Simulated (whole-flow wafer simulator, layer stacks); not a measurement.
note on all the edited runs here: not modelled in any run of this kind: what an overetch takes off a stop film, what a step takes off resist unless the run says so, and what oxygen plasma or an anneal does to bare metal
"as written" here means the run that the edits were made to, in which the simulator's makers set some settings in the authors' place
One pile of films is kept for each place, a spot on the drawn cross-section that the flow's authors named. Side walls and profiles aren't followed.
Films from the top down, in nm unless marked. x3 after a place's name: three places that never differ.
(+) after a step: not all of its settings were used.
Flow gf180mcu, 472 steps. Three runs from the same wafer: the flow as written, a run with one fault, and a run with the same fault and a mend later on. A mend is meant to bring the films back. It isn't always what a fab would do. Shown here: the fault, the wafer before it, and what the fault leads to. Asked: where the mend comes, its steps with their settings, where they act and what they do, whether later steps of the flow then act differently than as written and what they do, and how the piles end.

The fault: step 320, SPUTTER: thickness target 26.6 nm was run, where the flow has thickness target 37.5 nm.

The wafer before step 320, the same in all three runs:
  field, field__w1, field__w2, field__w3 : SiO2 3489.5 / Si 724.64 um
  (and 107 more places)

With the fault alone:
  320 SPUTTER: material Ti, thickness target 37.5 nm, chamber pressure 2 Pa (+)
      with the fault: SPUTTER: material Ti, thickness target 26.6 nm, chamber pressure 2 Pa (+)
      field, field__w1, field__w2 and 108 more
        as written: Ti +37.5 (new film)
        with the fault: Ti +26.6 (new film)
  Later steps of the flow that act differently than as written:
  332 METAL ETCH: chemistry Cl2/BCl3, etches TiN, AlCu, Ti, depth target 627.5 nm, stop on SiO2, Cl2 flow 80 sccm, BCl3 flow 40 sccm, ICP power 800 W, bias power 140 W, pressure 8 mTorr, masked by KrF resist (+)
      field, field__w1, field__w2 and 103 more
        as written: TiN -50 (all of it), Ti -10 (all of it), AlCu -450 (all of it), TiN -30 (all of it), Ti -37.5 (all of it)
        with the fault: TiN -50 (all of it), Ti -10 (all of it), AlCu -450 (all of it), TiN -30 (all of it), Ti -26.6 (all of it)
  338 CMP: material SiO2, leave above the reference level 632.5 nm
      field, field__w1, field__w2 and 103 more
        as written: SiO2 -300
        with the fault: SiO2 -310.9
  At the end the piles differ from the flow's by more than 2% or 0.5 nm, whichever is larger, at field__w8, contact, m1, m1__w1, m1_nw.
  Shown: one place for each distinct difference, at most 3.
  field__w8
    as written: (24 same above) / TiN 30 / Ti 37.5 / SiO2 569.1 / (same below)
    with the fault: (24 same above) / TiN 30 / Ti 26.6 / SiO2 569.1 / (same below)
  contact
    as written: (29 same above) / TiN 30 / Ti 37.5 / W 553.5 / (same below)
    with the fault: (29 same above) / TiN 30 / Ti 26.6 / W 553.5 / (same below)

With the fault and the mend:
  The mend comes after step 320.
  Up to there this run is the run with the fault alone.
  320a SPUTTER: material Ti, thickness target 10.9 nm, chamber pressure 2 Pa (+) (the flow's step 320 once more, with other settings)
      field, field__w1, field__w2 and 108 more
        Ti +10.9
  No later step of the flow acts differently than as written at any place that is followed.
  At the end the piles are the same as the flow's at every place that both follow.
